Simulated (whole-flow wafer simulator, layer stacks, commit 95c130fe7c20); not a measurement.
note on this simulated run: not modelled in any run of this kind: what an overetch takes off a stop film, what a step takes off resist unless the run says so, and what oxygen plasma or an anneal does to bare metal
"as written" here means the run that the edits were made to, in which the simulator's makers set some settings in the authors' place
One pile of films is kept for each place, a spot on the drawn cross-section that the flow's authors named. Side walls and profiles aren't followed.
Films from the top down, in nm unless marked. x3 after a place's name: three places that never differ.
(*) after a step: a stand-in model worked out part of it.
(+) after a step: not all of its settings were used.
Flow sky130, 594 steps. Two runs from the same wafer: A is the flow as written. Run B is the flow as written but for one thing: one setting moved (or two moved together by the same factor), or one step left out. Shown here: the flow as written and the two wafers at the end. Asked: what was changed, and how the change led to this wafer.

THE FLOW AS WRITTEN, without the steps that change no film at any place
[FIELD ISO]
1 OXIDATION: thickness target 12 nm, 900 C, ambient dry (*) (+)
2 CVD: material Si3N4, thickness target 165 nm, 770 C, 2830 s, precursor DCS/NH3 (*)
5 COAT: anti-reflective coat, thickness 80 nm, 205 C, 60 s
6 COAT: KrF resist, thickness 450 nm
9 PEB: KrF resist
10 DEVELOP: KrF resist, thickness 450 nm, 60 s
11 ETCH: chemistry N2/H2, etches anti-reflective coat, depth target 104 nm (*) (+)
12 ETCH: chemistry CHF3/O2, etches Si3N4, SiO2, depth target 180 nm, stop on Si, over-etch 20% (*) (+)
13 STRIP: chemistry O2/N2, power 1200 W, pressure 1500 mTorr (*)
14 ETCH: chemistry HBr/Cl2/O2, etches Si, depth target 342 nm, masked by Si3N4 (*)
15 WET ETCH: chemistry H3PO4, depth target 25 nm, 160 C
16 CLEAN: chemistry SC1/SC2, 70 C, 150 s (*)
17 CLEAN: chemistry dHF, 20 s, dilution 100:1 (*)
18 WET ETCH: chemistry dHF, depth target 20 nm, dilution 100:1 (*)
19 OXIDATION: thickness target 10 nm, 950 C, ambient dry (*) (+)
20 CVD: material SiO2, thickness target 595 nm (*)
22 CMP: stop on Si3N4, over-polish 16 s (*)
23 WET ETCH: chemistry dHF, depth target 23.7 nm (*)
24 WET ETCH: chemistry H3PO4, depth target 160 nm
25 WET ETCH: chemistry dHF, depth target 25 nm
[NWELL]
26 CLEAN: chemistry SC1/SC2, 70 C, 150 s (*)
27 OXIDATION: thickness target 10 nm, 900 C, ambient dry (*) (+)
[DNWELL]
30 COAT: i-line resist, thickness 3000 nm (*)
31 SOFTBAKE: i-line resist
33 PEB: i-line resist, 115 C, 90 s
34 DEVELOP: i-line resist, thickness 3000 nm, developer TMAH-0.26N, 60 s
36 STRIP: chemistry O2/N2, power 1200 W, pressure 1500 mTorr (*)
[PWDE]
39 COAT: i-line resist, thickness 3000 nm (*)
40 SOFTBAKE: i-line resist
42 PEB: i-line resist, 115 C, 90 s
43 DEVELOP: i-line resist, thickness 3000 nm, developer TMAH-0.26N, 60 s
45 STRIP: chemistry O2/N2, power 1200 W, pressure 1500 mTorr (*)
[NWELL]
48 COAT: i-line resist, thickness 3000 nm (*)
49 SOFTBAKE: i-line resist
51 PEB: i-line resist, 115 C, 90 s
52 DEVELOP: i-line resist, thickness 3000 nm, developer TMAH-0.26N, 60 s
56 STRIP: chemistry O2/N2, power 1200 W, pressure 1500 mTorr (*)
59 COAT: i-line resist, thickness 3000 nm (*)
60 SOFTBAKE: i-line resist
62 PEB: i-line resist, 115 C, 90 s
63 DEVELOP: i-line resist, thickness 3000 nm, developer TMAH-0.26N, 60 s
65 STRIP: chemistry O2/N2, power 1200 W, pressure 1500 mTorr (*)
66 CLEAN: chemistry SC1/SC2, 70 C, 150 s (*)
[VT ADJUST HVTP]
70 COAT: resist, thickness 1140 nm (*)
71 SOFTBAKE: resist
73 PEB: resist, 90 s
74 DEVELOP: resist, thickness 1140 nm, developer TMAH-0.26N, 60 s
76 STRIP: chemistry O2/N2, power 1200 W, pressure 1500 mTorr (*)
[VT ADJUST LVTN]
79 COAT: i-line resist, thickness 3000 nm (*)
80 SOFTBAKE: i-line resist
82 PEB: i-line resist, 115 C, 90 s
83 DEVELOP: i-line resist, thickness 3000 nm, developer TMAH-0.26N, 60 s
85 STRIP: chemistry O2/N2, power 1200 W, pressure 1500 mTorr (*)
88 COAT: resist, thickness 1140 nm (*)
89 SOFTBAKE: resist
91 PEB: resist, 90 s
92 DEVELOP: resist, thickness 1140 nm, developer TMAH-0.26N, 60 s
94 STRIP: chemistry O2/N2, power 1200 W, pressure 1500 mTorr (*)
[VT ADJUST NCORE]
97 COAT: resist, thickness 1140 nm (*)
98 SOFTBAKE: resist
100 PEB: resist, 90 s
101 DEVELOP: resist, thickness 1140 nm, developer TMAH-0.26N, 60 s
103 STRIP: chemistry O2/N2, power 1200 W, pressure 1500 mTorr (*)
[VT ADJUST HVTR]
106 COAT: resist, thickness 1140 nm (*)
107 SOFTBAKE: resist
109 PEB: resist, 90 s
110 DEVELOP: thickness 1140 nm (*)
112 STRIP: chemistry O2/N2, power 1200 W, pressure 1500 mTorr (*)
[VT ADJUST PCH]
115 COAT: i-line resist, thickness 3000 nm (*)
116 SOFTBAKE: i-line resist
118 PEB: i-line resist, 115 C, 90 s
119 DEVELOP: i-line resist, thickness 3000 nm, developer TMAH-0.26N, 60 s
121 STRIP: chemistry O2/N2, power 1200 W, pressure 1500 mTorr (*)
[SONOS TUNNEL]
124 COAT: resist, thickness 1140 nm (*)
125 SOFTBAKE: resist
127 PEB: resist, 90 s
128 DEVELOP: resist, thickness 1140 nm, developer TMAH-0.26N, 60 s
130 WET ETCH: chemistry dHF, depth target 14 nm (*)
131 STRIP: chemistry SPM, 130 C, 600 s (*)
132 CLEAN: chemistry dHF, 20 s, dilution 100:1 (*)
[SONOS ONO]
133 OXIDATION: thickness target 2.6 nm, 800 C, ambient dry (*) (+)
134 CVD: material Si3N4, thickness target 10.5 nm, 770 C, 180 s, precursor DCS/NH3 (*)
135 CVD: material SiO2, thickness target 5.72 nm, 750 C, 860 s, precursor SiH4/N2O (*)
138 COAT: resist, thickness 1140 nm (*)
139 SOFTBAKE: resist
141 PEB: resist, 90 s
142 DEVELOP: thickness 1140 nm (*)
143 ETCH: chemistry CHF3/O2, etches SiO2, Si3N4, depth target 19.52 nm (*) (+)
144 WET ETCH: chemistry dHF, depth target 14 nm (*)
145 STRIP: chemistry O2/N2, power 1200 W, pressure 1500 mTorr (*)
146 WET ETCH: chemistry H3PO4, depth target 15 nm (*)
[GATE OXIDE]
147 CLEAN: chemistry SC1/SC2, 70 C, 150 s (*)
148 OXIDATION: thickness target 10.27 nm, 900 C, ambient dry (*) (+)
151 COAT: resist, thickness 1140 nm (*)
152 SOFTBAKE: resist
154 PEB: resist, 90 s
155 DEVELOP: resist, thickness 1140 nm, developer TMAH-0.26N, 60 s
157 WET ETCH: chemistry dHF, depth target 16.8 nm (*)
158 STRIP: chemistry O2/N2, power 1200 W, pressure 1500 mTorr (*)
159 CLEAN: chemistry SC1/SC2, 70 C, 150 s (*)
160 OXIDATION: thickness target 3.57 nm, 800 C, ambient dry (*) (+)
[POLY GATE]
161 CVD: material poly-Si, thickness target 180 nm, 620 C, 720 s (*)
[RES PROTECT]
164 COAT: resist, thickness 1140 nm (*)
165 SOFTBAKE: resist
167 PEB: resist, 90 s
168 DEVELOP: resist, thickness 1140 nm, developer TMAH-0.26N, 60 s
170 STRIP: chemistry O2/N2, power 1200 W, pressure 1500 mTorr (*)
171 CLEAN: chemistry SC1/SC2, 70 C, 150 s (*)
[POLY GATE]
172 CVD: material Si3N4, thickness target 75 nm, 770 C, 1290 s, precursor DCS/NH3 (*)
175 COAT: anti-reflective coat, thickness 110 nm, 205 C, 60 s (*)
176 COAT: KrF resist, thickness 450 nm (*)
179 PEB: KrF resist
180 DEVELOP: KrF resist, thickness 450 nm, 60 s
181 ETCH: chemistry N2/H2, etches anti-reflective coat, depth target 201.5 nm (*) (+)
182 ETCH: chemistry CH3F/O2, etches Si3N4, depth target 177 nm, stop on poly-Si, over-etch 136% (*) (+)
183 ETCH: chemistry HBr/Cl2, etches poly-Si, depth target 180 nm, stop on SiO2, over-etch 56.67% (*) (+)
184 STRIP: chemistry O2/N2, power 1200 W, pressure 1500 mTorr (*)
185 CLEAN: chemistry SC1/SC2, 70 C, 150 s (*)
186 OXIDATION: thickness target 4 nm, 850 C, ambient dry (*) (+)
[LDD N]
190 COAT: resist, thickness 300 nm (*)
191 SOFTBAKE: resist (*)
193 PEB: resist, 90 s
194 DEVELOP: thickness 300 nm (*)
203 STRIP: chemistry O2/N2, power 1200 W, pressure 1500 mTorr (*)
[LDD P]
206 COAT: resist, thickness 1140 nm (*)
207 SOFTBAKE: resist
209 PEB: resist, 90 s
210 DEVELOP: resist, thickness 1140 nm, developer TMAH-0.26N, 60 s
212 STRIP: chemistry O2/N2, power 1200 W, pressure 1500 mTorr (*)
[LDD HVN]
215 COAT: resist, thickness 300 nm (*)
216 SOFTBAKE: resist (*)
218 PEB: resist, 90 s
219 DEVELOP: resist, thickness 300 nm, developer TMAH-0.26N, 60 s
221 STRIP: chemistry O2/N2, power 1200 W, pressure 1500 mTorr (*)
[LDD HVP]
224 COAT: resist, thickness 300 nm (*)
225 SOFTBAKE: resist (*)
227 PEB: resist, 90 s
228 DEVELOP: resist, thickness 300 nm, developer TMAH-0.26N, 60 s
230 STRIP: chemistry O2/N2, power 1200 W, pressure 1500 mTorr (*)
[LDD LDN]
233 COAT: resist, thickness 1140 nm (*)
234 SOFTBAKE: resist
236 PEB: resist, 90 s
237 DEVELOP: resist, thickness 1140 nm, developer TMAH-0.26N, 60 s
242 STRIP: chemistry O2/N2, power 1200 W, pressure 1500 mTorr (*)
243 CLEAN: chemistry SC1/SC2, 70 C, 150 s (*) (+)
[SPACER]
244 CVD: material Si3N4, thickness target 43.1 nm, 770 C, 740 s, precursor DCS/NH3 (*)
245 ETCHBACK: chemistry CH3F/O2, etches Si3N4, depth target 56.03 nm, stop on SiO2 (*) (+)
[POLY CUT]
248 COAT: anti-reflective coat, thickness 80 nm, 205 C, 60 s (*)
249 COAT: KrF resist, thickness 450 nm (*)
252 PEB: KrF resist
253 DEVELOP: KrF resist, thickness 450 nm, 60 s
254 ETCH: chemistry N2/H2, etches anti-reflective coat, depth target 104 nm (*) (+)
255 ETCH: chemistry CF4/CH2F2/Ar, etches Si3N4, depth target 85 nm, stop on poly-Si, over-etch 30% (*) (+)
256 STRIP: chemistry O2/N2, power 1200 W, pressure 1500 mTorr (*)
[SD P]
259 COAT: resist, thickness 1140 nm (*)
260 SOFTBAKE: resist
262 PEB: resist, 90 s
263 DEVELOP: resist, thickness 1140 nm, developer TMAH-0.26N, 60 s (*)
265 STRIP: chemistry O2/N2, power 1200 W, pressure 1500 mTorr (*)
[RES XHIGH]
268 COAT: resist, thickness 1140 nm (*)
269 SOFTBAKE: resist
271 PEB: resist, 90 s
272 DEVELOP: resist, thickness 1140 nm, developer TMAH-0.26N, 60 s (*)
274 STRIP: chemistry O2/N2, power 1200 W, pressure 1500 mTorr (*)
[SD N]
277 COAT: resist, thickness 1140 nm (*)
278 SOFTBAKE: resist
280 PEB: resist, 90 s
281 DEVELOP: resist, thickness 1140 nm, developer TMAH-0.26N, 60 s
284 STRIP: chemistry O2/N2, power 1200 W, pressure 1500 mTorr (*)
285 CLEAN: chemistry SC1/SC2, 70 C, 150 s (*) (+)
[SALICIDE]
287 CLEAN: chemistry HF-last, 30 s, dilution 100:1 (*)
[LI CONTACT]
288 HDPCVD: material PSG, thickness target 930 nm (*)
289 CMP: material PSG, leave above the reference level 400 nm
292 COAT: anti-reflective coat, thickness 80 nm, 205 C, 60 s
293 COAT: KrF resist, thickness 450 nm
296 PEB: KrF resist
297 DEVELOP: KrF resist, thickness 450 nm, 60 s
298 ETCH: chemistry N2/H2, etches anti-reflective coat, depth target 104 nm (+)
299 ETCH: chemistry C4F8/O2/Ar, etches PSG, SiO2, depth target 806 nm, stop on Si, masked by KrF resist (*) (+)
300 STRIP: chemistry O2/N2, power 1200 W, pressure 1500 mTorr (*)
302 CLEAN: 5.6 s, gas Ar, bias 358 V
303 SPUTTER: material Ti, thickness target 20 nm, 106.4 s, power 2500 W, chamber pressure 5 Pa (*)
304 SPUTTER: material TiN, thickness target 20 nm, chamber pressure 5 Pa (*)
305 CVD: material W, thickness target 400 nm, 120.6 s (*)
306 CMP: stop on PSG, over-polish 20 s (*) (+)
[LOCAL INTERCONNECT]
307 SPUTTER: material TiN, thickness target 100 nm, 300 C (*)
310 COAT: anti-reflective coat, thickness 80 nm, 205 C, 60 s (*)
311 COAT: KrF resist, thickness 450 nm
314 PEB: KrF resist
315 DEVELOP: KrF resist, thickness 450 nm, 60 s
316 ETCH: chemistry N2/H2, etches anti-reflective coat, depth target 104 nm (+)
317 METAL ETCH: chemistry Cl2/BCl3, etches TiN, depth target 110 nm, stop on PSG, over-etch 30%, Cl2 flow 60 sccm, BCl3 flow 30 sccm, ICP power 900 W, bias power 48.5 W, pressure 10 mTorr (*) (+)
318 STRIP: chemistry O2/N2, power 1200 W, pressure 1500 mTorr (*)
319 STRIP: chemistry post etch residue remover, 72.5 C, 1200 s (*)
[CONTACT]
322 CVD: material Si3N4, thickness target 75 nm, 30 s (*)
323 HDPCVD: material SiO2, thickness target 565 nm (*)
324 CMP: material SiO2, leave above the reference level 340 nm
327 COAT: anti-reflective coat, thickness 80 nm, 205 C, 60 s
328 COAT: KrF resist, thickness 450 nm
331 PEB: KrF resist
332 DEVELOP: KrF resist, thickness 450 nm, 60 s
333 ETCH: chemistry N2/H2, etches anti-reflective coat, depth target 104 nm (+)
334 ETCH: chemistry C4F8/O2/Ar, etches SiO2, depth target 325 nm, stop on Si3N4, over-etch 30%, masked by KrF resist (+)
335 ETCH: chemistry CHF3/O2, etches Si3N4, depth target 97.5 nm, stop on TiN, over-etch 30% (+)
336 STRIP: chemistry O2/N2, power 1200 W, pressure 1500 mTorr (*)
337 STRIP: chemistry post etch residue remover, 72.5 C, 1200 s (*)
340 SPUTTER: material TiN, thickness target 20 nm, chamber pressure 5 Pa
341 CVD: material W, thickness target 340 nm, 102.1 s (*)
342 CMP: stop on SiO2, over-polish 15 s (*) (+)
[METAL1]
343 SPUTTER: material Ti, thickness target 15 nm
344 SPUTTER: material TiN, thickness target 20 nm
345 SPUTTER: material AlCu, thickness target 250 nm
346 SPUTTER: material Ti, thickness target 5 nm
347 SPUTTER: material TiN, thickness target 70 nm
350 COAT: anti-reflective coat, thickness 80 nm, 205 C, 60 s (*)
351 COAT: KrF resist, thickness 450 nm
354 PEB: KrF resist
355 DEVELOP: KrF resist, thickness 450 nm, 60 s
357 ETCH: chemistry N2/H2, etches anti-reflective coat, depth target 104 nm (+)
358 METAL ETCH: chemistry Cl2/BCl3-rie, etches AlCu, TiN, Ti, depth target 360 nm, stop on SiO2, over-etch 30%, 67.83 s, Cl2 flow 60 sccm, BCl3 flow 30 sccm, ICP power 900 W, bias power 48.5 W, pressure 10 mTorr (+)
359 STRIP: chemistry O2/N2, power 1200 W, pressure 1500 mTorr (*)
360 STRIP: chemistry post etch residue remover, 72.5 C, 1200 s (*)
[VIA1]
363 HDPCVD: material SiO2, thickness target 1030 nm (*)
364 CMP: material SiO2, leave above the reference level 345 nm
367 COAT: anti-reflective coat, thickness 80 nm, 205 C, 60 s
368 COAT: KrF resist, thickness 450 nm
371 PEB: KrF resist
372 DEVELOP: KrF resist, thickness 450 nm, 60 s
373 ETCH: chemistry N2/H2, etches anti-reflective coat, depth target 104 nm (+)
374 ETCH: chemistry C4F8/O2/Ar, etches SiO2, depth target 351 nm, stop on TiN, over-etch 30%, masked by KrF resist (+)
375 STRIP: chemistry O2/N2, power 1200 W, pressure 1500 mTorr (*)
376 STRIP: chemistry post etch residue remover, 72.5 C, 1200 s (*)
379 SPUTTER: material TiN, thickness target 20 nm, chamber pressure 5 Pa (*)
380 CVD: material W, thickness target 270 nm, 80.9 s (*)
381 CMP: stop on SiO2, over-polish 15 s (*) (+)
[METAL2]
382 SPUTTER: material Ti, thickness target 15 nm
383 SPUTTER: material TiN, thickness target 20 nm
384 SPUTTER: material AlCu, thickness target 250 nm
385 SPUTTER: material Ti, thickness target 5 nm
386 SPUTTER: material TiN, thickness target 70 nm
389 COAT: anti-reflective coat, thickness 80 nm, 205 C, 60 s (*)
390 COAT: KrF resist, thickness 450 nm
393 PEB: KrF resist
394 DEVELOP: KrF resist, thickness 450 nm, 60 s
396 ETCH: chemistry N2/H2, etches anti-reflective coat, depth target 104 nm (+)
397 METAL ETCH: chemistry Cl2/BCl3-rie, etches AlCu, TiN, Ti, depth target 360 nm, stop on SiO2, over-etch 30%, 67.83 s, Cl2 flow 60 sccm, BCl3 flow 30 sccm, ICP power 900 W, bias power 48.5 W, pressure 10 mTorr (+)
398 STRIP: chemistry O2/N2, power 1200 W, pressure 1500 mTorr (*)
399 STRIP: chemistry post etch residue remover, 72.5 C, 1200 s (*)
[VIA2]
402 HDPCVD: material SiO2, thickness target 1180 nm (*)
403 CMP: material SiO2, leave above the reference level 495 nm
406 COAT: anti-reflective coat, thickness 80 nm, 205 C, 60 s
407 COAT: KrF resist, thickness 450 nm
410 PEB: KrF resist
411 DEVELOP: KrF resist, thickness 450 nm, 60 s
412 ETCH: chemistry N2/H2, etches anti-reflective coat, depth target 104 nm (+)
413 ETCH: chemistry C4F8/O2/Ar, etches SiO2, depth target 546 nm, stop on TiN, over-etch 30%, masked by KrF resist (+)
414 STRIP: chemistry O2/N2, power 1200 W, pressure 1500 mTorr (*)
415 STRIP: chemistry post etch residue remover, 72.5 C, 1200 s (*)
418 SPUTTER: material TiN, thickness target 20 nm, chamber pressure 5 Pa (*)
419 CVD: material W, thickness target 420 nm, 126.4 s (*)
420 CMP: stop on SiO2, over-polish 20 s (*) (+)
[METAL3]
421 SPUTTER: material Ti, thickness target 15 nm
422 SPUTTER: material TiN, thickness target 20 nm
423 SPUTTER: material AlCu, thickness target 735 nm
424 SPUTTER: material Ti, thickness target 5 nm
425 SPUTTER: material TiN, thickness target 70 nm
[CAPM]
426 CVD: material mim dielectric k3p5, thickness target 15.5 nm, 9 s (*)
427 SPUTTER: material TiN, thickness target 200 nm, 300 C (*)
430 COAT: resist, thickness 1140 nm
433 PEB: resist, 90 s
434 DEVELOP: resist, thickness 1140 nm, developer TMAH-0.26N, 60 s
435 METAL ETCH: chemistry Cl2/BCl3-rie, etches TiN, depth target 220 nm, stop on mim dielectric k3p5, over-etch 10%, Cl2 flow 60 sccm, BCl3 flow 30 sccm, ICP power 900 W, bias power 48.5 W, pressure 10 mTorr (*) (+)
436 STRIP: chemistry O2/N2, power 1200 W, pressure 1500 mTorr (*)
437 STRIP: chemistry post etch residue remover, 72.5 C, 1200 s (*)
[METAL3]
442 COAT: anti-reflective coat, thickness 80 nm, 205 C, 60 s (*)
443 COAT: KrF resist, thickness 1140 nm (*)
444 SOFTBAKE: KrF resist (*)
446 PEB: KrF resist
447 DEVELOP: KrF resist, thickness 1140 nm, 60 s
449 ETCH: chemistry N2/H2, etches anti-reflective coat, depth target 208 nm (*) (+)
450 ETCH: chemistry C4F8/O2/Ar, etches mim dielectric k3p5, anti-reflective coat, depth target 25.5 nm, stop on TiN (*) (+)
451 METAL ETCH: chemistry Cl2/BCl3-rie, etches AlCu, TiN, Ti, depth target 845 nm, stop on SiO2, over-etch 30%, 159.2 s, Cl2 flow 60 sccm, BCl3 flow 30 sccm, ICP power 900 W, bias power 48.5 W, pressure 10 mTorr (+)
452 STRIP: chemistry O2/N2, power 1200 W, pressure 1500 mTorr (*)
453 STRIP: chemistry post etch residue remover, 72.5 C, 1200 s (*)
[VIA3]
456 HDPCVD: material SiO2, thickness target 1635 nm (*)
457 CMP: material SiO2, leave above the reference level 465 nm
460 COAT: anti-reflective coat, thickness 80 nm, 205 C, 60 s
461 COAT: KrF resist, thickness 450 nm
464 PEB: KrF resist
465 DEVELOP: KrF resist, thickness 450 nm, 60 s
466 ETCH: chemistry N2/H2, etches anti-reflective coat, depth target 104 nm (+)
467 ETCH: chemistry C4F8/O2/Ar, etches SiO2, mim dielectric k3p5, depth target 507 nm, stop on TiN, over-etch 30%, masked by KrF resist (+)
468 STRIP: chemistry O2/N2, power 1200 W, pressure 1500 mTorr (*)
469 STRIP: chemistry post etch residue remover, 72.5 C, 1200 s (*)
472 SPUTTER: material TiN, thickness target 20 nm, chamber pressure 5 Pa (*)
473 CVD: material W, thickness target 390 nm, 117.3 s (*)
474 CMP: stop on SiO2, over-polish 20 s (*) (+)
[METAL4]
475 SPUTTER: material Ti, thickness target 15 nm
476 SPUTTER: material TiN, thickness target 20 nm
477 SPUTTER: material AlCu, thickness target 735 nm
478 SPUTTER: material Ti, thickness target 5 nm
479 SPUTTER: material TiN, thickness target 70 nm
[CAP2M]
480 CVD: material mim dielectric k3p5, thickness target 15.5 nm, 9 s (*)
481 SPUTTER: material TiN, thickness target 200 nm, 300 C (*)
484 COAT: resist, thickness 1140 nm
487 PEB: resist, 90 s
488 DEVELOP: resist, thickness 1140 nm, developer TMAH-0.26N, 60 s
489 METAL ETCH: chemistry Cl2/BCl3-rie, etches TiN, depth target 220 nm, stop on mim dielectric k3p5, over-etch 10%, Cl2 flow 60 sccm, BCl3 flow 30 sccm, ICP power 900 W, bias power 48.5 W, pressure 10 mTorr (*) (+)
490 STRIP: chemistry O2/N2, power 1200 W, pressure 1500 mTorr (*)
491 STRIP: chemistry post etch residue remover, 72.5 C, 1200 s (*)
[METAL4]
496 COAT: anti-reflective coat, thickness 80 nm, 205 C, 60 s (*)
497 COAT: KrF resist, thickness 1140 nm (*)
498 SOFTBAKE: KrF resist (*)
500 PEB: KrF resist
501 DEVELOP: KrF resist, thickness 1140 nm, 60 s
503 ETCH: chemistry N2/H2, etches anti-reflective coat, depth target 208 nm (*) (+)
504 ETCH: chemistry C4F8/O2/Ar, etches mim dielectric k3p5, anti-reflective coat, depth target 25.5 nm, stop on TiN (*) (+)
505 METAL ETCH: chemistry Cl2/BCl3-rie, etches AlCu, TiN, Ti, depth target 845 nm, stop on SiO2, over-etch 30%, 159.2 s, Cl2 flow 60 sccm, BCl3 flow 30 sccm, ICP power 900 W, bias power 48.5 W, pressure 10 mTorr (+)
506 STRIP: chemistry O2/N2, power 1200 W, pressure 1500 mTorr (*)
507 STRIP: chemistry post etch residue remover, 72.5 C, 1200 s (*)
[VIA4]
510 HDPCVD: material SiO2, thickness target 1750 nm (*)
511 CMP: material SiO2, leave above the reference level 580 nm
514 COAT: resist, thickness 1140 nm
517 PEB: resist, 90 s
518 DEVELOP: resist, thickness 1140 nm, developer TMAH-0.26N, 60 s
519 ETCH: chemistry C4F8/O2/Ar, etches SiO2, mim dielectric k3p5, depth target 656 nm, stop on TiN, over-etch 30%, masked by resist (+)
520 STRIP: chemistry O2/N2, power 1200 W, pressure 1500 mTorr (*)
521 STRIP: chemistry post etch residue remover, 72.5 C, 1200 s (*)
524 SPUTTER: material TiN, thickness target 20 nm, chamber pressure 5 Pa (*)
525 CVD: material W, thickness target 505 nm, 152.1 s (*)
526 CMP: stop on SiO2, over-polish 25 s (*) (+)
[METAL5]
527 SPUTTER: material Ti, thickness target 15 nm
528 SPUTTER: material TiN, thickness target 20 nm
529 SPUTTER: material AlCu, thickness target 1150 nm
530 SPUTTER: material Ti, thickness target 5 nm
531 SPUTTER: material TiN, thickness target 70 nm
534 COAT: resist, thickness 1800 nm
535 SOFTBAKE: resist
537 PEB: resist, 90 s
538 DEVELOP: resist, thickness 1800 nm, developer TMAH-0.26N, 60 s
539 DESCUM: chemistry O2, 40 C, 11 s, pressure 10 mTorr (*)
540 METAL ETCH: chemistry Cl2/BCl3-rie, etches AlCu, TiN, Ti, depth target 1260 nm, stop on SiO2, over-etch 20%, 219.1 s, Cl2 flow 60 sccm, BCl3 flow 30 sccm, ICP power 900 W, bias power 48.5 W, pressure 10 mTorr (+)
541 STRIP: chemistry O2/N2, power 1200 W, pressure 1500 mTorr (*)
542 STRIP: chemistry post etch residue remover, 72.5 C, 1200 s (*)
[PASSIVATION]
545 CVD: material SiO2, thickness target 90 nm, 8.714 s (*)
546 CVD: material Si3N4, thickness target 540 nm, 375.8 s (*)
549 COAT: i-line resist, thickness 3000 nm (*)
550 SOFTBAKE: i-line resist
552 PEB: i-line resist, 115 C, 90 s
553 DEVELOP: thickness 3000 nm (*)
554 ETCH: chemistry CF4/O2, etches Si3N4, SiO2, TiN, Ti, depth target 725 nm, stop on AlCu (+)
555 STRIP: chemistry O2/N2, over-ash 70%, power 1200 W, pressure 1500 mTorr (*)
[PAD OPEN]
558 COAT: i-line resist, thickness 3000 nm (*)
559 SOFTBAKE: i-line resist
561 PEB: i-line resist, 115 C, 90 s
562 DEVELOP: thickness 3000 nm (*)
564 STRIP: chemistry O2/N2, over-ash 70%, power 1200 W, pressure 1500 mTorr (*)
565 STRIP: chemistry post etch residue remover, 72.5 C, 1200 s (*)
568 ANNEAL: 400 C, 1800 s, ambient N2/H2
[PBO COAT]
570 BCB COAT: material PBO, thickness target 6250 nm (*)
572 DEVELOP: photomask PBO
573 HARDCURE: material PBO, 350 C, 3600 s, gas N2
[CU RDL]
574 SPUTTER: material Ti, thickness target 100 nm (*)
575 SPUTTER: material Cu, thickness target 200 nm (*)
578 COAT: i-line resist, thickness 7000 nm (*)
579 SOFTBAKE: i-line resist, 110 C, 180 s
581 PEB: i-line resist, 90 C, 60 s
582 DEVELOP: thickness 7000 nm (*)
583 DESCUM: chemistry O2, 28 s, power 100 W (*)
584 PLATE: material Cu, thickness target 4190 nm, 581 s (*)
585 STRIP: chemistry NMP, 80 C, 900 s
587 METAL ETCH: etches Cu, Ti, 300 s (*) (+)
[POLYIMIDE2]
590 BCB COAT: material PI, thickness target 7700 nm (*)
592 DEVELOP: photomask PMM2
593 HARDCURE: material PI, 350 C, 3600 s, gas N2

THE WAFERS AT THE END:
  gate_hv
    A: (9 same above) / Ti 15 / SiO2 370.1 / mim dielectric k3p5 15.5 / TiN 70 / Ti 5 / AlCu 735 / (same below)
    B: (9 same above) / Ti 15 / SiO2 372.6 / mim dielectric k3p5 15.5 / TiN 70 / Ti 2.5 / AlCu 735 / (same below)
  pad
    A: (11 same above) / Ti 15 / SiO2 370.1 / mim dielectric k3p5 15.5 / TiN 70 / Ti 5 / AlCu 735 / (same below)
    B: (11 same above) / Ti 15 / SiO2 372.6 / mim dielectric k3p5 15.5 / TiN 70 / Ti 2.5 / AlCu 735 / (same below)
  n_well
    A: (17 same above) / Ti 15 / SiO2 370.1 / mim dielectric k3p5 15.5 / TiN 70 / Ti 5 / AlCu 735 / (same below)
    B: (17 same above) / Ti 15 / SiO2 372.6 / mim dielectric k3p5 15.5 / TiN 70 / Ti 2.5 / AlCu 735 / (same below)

The cause: step 424, SPUTTER: thickness target 2.5 nm was run, where the flow has thickness target 5 nm.
It can be read off the wafer: gate_hv has Ti 2.5, and step 424 as written asks for 5 nm.

How the change led to this, step by step:
  424 SPUTTER: material Ti, thickness target 5 nm
      field, active, n_well and 188 more: A Ti +5 (new film) | B Ti +2.5 (new film)
  451 METAL ETCH: chemistry Cl2/BCl3-rie, etches AlCu, TiN, Ti, depth target 845 nm, stop on SiO2, over-etch 30%, 159.2 s, Cl2 flow 60 sccm, BCl3 flow 30 sccm, ICP power 900 W, bias power 48.5 W, pressure 10 mTorr (+)
      field, active, gate and 69 more: A TiN -70 (all of it), Ti -5 (all of it), AlCu -735 (all of it), TiN -20 (all of it), Ti -15 (all of it), SiO2 -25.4 | B TiN -70 (all of it), Ti -2.5 (all of it), AlCu -735 (all of it), TiN -20 (all of it), Ti -15 (all of it), SiO2 -25.6
      vpp_ln, vpp_iso2, ndiff_ln and 10 more: A TiN -70 (all of it), Ti -5 (all of it), AlCu -735 (all of it), TiN -20 (all of it), Ti -15 (all of it), SiO2 -25.3 | B TiN -70 (all of it), Ti -2.5 (all of it), AlCu -735 (all of it), TiN -20 (all of it), Ti -15 (all of it), SiO2 -25.6
